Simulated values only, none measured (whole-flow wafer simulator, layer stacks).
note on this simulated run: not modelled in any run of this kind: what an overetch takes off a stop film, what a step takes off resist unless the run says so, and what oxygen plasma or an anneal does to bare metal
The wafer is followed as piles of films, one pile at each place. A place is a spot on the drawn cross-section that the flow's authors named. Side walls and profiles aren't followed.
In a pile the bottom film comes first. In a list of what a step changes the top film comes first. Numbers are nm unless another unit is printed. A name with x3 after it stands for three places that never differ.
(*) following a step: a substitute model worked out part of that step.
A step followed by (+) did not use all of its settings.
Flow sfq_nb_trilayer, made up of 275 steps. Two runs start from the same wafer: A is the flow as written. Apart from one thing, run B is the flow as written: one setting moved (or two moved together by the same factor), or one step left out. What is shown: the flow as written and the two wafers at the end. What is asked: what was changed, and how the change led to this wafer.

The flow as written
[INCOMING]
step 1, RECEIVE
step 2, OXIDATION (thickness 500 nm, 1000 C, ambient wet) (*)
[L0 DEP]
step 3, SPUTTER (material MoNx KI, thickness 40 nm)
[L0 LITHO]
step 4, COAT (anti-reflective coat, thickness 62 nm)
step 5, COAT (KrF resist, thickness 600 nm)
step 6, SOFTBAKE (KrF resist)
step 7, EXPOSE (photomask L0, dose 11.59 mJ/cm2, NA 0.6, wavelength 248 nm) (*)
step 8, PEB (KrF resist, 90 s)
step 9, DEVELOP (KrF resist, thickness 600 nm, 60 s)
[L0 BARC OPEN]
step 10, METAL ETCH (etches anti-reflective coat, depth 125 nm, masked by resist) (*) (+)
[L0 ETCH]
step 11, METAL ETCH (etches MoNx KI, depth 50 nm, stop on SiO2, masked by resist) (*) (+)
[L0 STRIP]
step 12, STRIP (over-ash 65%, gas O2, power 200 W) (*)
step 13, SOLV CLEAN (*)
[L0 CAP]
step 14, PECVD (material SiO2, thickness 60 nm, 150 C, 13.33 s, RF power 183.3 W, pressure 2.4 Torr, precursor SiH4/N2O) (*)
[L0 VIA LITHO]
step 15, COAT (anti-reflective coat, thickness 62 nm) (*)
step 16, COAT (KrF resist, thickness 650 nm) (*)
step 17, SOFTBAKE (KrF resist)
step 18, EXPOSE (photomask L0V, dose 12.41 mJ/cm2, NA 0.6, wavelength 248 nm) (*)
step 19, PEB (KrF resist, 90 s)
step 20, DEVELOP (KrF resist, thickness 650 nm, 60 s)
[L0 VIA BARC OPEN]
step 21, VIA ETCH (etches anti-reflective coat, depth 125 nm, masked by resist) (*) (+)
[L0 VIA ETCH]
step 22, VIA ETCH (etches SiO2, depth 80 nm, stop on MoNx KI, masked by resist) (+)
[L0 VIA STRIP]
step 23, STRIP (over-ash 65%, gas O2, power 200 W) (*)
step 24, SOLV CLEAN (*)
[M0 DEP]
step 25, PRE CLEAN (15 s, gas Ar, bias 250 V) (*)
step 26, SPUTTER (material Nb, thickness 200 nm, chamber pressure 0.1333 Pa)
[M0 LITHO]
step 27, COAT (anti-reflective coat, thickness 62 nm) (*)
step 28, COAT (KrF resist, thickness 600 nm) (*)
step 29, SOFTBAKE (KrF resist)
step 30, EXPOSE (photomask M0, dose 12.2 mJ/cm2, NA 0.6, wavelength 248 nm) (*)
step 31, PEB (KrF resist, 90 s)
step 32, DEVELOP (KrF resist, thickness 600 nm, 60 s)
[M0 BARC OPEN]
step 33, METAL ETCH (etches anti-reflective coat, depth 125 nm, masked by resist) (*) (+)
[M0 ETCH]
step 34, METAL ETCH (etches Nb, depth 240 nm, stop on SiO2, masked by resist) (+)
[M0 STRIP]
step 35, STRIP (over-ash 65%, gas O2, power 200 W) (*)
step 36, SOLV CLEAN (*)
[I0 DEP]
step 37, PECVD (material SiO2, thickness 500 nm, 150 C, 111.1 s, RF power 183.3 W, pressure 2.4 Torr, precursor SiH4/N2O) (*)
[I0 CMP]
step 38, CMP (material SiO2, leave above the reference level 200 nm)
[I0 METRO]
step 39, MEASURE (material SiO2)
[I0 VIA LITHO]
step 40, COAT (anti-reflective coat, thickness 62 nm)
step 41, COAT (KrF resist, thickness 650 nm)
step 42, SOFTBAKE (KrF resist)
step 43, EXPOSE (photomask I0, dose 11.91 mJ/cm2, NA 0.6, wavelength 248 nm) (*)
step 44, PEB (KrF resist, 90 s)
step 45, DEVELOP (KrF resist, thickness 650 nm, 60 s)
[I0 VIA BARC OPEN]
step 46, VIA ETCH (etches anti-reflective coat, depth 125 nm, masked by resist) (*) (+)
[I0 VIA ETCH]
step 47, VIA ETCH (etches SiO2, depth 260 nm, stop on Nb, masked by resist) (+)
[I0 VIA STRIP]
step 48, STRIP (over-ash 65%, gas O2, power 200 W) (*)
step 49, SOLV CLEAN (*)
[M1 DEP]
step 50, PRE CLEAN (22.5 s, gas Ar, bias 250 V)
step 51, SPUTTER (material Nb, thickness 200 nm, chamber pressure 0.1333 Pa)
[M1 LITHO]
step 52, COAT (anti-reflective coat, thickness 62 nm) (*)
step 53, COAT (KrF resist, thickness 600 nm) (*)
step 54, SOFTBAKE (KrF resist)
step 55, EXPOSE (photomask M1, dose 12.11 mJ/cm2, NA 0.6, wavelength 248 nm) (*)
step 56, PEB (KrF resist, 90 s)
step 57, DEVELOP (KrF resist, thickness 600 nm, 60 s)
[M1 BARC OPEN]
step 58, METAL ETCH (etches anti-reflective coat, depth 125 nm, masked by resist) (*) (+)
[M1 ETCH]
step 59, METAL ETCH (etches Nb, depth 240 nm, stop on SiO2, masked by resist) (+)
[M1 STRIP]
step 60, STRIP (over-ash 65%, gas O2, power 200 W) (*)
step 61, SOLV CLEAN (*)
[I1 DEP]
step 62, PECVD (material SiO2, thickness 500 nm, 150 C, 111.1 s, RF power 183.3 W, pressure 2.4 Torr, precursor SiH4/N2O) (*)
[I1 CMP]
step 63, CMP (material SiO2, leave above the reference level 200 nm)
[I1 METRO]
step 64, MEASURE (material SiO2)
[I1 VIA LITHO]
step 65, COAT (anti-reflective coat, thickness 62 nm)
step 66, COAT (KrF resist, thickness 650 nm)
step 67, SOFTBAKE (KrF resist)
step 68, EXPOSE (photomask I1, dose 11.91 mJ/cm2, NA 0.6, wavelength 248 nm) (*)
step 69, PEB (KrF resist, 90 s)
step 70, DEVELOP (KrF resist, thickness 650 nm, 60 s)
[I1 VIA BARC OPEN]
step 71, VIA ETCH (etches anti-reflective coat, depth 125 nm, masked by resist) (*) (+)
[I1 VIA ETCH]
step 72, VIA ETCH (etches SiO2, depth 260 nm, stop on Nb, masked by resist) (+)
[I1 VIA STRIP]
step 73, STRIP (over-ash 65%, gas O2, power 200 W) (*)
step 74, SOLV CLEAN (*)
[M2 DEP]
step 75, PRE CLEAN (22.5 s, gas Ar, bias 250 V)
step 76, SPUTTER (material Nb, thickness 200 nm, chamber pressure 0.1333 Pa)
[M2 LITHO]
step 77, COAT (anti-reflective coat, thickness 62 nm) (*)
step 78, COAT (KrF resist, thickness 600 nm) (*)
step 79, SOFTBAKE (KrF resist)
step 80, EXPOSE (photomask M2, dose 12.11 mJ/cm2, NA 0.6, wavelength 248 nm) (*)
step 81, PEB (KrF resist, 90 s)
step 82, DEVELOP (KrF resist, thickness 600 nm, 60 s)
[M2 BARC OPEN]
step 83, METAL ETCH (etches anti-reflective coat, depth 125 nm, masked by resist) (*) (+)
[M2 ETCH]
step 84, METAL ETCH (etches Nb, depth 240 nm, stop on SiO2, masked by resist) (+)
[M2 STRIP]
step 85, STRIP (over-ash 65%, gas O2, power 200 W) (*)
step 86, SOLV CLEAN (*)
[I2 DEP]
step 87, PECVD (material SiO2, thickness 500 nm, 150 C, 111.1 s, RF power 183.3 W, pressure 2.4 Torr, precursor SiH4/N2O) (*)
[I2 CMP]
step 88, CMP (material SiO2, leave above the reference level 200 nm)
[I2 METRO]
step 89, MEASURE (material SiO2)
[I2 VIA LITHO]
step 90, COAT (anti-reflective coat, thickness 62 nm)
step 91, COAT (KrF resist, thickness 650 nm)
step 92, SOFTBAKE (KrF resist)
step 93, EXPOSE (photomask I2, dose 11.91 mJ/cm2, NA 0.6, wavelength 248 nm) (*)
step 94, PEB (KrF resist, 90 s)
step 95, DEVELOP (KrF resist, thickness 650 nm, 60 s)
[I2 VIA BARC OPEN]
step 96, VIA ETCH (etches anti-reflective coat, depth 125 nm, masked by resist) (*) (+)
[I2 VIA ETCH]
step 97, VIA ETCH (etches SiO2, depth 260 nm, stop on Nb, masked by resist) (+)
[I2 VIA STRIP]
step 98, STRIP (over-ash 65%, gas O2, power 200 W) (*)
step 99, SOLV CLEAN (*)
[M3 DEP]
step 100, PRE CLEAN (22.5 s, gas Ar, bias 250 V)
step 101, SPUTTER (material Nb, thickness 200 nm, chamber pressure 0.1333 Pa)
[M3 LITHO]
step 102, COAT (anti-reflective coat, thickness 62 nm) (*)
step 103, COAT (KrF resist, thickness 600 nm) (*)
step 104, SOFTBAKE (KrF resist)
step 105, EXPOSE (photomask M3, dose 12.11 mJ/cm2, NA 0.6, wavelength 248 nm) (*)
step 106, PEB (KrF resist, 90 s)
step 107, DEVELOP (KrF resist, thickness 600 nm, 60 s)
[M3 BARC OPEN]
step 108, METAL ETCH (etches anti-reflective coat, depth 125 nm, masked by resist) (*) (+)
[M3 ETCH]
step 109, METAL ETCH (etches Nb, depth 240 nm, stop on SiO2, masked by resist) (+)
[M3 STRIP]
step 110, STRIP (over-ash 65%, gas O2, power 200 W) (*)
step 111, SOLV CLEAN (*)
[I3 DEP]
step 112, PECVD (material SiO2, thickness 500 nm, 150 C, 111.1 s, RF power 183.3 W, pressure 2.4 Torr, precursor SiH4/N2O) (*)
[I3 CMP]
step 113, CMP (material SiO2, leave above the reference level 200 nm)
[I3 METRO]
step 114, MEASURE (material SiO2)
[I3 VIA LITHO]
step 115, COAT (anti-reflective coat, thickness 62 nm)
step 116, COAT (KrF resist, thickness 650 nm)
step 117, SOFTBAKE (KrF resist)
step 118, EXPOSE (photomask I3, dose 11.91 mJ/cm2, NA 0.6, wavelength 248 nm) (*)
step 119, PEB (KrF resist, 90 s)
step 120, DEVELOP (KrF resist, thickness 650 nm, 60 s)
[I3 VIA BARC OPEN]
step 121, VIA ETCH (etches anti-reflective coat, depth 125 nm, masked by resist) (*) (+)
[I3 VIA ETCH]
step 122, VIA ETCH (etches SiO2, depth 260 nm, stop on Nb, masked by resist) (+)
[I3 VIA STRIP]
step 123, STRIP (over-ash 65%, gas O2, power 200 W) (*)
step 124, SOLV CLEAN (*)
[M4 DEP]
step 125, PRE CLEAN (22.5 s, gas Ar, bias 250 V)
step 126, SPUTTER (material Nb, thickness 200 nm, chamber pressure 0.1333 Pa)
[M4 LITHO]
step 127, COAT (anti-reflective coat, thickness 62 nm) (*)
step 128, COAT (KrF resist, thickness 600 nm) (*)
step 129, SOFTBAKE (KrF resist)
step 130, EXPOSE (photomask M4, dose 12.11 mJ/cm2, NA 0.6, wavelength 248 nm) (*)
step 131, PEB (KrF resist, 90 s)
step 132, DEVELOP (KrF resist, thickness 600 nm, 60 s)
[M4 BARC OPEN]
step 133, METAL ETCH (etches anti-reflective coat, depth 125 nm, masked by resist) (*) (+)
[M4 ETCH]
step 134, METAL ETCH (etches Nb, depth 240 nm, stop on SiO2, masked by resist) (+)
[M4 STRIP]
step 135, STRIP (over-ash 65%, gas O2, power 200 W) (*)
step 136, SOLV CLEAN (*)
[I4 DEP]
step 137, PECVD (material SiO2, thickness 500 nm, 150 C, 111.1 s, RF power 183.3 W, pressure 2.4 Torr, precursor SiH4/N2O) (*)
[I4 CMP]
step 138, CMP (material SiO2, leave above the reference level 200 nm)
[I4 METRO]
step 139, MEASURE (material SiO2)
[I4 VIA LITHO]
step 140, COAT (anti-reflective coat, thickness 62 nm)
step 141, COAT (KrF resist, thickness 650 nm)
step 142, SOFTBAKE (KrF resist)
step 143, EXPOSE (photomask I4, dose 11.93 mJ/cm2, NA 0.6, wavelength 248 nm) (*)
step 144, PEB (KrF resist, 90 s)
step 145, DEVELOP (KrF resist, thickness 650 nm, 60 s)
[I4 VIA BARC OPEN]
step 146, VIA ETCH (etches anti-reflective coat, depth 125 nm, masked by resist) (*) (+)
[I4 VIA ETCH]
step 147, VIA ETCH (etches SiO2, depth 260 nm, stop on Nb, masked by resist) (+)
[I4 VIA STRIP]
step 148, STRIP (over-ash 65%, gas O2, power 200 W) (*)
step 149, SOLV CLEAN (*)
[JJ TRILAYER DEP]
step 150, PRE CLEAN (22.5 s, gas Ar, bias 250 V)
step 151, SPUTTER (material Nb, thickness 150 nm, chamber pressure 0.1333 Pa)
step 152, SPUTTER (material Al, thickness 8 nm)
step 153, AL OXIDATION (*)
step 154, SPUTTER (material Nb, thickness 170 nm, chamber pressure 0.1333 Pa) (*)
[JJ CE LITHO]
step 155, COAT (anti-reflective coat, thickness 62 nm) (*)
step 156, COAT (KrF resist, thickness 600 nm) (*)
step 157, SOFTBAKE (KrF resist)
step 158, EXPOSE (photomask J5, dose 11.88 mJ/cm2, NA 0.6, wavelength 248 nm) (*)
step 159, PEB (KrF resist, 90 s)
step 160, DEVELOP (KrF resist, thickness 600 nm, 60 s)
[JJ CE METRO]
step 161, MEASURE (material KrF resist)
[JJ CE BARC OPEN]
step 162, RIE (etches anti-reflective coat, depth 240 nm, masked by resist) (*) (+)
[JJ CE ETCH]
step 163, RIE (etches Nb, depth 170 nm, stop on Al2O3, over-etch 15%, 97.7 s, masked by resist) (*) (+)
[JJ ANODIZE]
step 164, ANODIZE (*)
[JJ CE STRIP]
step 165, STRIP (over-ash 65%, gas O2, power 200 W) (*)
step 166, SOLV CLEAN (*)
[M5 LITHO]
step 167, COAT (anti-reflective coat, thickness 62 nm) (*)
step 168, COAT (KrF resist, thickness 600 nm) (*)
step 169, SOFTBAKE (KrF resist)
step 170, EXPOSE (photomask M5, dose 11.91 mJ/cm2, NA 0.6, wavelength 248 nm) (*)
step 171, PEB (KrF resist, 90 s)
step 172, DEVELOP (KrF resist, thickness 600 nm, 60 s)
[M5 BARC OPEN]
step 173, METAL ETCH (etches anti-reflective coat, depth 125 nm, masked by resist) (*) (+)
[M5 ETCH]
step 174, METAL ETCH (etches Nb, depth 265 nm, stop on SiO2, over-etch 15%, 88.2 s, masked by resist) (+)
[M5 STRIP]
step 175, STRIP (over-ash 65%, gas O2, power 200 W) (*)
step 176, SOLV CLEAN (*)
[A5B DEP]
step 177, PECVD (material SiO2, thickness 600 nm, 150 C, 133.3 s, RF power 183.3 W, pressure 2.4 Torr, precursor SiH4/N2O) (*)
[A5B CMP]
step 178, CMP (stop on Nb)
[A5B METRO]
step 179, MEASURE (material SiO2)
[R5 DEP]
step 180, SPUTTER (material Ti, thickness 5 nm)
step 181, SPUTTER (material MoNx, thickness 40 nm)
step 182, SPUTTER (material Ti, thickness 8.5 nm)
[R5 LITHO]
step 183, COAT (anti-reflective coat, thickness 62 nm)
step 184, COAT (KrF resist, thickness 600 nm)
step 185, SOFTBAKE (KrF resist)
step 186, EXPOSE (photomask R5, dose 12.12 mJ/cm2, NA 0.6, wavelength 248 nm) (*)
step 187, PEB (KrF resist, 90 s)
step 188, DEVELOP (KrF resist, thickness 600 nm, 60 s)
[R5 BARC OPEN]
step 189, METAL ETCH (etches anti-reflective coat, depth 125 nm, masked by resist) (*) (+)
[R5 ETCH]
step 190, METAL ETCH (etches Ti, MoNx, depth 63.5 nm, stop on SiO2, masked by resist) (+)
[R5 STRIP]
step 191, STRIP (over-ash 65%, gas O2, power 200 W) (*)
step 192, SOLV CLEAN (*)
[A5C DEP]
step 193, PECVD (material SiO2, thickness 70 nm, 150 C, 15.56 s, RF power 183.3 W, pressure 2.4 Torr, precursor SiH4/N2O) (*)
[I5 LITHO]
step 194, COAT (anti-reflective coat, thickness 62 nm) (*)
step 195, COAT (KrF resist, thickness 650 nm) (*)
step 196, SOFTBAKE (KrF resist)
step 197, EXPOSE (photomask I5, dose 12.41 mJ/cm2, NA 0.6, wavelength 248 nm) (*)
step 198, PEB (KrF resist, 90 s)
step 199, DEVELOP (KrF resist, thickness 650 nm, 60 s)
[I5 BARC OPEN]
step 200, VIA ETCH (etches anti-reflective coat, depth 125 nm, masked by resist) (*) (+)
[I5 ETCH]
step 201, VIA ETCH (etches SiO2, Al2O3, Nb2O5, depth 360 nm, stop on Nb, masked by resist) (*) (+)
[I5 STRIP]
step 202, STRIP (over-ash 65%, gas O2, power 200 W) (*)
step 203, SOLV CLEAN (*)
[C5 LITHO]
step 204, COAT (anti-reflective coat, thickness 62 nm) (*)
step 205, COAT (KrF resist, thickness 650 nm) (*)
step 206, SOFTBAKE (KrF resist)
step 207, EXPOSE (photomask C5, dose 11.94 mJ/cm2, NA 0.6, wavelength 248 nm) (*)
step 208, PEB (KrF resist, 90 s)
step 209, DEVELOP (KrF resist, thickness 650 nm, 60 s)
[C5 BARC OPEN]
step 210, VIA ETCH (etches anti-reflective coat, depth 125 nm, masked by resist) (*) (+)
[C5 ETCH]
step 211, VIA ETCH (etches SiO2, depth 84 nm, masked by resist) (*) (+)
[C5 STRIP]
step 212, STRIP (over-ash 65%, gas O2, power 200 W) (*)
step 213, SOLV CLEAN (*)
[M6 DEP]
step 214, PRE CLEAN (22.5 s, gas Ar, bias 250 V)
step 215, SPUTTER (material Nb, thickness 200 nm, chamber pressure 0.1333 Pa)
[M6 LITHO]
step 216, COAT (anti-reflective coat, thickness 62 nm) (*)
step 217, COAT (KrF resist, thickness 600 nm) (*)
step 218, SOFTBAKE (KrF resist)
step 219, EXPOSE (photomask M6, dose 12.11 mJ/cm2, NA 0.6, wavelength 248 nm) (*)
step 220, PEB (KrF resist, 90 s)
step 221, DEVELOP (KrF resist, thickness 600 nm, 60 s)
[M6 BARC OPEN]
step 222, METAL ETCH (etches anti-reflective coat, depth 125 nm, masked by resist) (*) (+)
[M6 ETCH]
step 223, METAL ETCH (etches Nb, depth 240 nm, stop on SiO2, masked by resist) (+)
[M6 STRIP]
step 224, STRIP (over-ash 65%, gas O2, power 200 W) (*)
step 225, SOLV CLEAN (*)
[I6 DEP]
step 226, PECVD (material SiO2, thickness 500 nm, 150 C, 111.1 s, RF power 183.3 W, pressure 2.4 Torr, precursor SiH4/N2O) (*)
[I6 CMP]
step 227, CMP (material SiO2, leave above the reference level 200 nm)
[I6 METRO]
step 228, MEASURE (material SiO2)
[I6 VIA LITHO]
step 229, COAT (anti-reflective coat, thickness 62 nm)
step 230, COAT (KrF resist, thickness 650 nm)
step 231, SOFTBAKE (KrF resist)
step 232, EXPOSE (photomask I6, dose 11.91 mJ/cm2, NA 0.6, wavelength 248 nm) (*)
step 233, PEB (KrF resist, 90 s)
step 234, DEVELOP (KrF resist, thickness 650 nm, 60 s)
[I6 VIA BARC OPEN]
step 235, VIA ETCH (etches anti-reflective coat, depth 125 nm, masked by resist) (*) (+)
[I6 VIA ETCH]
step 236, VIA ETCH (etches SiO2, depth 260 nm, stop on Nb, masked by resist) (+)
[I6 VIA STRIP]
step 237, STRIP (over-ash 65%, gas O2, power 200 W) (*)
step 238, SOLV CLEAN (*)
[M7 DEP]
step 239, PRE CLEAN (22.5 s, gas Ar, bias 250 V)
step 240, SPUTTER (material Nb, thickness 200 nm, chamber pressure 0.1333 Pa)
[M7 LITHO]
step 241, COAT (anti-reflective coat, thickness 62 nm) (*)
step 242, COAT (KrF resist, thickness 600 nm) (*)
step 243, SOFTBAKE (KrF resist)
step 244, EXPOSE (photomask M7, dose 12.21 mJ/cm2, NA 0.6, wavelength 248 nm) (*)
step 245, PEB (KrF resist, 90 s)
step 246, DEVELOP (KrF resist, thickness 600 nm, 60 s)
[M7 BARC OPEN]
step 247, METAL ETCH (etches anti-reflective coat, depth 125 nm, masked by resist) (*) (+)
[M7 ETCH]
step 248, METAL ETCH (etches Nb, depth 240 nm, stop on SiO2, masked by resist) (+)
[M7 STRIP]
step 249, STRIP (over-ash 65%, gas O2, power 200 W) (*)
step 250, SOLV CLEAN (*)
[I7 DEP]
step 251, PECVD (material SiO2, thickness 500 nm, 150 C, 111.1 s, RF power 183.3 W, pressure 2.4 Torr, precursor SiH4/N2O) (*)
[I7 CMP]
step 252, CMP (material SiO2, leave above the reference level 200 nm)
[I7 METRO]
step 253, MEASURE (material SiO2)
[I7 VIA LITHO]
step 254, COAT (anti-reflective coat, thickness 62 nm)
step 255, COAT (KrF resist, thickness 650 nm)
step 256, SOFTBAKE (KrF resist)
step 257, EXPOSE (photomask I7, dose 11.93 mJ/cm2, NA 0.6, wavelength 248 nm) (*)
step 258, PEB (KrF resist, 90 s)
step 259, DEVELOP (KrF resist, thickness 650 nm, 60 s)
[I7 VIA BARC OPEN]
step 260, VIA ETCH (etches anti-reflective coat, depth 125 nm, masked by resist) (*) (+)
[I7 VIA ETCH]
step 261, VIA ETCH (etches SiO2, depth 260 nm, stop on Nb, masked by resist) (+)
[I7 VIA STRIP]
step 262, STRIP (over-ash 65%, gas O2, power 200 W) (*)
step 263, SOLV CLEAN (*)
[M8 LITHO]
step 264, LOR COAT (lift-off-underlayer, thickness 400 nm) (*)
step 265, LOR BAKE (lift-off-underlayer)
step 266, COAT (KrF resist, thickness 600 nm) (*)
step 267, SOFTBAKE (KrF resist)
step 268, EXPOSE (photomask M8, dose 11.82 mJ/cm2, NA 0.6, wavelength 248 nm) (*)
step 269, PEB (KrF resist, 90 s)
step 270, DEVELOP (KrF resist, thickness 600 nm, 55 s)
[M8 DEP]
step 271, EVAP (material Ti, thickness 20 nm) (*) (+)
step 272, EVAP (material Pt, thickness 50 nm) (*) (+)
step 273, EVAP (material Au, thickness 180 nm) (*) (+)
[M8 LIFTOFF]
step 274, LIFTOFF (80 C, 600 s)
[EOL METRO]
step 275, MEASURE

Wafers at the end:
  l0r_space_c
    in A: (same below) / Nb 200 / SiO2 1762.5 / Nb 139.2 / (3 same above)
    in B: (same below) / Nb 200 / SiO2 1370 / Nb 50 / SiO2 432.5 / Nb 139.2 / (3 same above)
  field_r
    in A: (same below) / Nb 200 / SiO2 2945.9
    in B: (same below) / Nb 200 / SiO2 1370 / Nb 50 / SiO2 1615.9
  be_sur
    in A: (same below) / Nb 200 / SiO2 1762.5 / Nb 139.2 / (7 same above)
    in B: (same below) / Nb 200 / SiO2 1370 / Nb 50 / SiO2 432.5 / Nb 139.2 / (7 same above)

What caused this: step 126, SPUTTER: thickness 290 nm was run, while the flow as written has thickness 200 nm.

Step by step, how the change led to this:
  step 126, SPUTTER (material Nb, thickness 200 nm, chamber pressure 0.1333 Pa)
      field_l, v_sur, via_wl and 102 more: A Nb gains 200 (new film) | B Nb gains 290 (new film)
      via_v: A Nb gains 165.5 | B Nb gains 241.3
  step 134, METAL ETCH (etches Nb, depth 240 nm, stop on SiO2, masked by resist) (+)
      field_l, be, be_sur and 64 more: A Nb loses 200 (all of it) | B Nb loses 240
  step 137, PECVD (material SiO2, thickness 500 nm, 150 C, 111.1 s, RF power 183.3 W, pressure 2.4 Torr, precursor SiH4/N2O) (*)
      field_l, be, be_sur and 55 more: A SiO2 gains 500 | B SiO2 gains 500 (new film)
      p3_s0 x6: A SiO2 gains 557.1 | B SiO2 gains 597.1 (new film)
      (also at 3 further places)
  step 138, CMP (material SiO2, leave above the reference level 200 nm)
      field_l, be, be_sur and 55 more: A SiO2 loses 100 | B SiO2 loses 60
      lsp_r, l0_sur, l0v: A SiO2 loses 91.9 | B SiO2 loses 50.3
      (also at 1 further place)
Taking metal films that touch as one body, l0r_space_c has 3 bodies (between them, from the top down: SiO2 432.5; SiO2 1370); the flow as written gives 2 bodies (between them, from the top down: SiO2 1762.5).
Taking metal films that touch as one body, field_r has 2 bodies (between them, from the top down: SiO2 1370); the flow as written gives 1 body.
Taking metal films that touch as one body, be_sur has 5 bodies (between them, from the top down: SiO2 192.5; SiO2 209 / Al2O3 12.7 / Nb2O5 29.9; SiO2 432.5; SiO2 1370); the flow as written gives 4 bodies (between them, from the top down: SiO2 192.5; SiO2 209 / Al2O3 12.7 / Nb2O5 29.9; SiO2 1762.5).
